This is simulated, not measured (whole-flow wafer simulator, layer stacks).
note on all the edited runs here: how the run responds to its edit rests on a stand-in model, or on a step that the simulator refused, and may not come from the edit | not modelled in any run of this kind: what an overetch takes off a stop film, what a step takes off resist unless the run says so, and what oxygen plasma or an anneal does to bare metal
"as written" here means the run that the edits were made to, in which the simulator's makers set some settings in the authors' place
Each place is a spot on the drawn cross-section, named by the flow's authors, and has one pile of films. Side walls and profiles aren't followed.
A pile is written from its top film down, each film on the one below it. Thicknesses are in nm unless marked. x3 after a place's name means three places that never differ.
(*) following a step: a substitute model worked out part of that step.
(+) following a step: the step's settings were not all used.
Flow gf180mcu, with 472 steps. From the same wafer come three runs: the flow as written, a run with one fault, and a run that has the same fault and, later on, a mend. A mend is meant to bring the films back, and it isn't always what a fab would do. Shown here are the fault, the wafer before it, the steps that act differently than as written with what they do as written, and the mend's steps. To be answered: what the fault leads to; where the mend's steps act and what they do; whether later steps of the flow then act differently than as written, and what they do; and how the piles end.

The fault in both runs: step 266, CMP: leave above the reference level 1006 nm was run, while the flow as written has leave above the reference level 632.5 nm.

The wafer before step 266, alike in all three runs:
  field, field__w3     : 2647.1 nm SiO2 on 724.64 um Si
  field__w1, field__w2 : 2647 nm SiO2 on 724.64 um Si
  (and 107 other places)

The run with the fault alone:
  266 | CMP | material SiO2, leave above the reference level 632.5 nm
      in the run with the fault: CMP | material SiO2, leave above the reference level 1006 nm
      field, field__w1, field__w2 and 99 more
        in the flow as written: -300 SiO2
        in the run with the fault: nothing
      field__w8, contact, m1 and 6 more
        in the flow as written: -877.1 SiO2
        in the run with the fault: -503.9 SiO2
  Steps later in the flow that act otherwise than as written (not shown: 3 more steps that differ only slightly, by at most 2% or 0.5 nm, whichever is larger):
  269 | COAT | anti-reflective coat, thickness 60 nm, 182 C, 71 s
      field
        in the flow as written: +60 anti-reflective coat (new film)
        in the run with the fault: +89.3 anti-reflective coat (new film)
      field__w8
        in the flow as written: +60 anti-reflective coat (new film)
        in the run with the fault: +22.9 anti-reflective coat (new film)
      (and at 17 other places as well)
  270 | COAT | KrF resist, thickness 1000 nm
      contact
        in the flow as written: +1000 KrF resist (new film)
        in the run with the fault: +972.2 KrF resist (new film)
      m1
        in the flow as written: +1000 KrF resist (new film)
        in the run with the fault: +967.8 KrF resist (new film)
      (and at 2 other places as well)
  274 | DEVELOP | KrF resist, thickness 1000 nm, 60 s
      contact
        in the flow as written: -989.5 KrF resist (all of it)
        in the run with the fault: -961.9 KrF resist (all of it)
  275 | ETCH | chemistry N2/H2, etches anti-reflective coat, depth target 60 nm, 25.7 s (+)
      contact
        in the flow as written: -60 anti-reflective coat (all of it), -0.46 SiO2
        in the run with the fault: -28 anti-reflective coat (all of it), -1.28 SiO2
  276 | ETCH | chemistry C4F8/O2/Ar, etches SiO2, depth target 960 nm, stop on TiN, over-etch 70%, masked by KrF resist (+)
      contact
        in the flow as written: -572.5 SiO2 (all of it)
        in the run with the fault: -944.8 SiO2 (all of it)
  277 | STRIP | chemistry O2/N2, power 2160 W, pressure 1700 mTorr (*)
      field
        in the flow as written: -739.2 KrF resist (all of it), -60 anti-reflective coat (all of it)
        in the run with the fault: -726.2 KrF resist (all of it), -89.3 anti-reflective coat (all of it)
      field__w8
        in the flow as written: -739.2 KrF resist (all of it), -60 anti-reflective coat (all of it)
        in the run with the fault: -730.4 KrF resist (all of it), -22.9 anti-reflective coat (all of it)
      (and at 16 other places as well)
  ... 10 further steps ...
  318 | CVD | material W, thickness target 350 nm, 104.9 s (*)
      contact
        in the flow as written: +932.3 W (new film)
        in the run with the fault: +1003.3 W (new film)
  At field, field__w1, field__w2 and 109 more, the piles at the end differ from the flow's by more than 2% or 0.5 nm, whichever is larger.
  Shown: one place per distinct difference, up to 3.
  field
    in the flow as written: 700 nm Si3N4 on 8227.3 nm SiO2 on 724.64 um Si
    in the run with the fault: 700 nm Si3N4 on 8597.8 nm SiO2 on 724.64 um Si
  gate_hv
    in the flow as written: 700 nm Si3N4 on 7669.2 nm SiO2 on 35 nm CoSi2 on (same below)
    in the run with the fault: 700 nm Si3N4 on 8039.7 nm SiO2 on 35 nm CoSi2 on (same below)
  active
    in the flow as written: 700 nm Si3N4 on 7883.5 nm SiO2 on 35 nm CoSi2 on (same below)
    in the run with the fault: 700 nm Si3N4 on 8254 nm SiO2 on 35 nm CoSi2 on (same below)

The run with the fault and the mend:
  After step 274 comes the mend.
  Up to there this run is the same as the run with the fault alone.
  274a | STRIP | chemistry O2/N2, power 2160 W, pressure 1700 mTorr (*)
      iso_ptap_pw, iso_ntap_nw, iso_nw_fld and 33 more
        -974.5 KrF resist (all of it), -60 anti-reflective coat (all of it)
      field_sub, field_sub__w1, field_sub__w2 and 10 more
        -975.2 KrF resist (all of it), -60.2 anti-reflective coat (all of it)
      p_well, sti, spacer, sd_n, mim_1p0, pad, dice_street
        -974.6 KrF resist (all of it), -60.6 anti-reflective coat (all of it)
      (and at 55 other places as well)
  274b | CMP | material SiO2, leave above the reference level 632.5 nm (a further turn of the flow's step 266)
      field, field__w1, field__w2 and 99 more
        -300 SiO2
      field__w8, contact, m1 and 6 more
        -373.2 SiO2
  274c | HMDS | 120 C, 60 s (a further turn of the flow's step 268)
      alters no film at any place that is followed
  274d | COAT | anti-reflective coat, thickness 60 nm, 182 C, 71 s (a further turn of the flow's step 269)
      field, field__w1, field__w2 and 108 more
        +60 anti-reflective coat (new film)
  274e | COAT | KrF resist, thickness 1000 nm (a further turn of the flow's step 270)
      field, field__w1, field__w2 and 108 more
        +1000 KrF resist (new film)
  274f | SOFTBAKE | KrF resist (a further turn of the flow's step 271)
      alters no film at any place that is followed
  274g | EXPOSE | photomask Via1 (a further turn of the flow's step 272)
      alters no film at any place that is followed
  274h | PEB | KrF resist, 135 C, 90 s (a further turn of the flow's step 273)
      field, field__w1, field__w2 and 108 more
        -10.5 KrF resist
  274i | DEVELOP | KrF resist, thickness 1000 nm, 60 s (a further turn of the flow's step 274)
      field, field__w1, field__w2 and 107 more
        -14.9 KrF resist
      contact
        -989.5 KrF resist (all of it)
  Later steps of the flow that are run all act as written at every place that is followed.
  The piles end the same as the flow's at every place that both follow.
